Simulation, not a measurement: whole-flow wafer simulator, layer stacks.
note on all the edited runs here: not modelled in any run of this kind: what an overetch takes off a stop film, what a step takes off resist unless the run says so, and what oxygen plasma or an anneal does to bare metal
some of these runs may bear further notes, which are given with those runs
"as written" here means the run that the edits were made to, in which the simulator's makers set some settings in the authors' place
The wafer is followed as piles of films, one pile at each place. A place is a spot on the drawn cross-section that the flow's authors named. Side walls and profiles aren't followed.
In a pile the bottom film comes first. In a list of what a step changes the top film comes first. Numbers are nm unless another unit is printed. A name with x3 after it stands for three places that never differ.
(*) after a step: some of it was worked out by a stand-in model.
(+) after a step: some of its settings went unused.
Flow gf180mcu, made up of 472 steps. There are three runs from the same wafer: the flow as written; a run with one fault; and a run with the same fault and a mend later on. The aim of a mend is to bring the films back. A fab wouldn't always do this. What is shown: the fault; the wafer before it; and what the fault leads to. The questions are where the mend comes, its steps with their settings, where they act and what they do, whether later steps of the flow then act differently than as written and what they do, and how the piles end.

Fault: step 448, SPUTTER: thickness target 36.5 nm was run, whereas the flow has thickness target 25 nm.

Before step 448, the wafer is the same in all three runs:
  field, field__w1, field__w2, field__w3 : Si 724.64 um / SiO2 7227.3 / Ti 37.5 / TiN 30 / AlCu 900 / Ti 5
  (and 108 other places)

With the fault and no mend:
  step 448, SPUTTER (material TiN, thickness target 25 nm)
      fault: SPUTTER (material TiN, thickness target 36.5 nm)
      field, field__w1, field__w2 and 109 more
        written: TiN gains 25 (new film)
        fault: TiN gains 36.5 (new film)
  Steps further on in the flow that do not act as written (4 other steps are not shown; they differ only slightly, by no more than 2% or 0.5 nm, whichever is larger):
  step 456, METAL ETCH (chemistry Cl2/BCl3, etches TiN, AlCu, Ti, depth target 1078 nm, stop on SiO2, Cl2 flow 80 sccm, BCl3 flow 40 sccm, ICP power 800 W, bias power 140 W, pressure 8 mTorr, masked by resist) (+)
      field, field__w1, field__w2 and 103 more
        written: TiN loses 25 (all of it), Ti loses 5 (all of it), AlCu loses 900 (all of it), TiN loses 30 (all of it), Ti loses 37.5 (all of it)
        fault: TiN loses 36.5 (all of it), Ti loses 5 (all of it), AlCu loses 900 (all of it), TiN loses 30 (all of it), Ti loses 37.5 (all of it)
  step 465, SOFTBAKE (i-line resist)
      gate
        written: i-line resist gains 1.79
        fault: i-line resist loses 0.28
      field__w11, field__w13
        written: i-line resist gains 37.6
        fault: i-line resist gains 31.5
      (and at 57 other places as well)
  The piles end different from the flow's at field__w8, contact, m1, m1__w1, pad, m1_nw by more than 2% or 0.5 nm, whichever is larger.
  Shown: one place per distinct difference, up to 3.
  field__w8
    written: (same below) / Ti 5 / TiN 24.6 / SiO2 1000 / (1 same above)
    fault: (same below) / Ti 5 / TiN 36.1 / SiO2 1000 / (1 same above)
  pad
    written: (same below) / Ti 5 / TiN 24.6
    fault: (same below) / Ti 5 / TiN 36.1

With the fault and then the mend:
  The mend follows step 455.
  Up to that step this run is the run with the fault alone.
  step 455a, STRIP (chemistry O2/N2, power 2160 W, pressure 1700 mTorr) (*)
      field__w8, contact, m1, m1__w1, pad, m1_nw
        resist loses 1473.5 (all of it)
  step 455b, METAL ETCH (chemistry Cl2/BCl3, etches TiN, AlCu, Ti, depth target 11.5 nm, Cl2 flow 80 sccm, BCl3 flow 40 sccm, ICP power 800 W, bias power 140 W, pressure 8 mTorr) (the flow's step 260 again, with other settings)
      field, field__w1, field__w2 and 109 more
        TiN loses 11.5
  step 455c, HMDS (120 C, 60 s) (the flow's step 450 again)
      alters no film at any place that is followed
  step 455d, COAT (resist, thickness 1500 nm) (the flow's step 451 again)
      field, field__w1, field__w2 and 109 more
        resist gains 1500 (new film)
  step 455e, SOFTBAKE (resist) (the flow's step 452 again)
      alters no film at any place that is followed
  step 455f, EXPOSE (photomask MetalTop) (the flow's step 453 again)
      alters no film at any place that is followed
  step 455g, PEB (resist, 70.3 s) (the flow's step 454 again)
      field, field__w1, field__w2 and 109 more
        resist loses 26.5
  step 455h, DEVELOP (thickness 1500 nm, 60 s) (the flow's step 455 again)
      field, field__w1, field__w2 and 103 more
        resist loses 1473.5 (all of it)
  None of the later steps of the flow acts differently than as written at any place that is followed.
  By the end, the piles equal the flow's at every place that both follow.
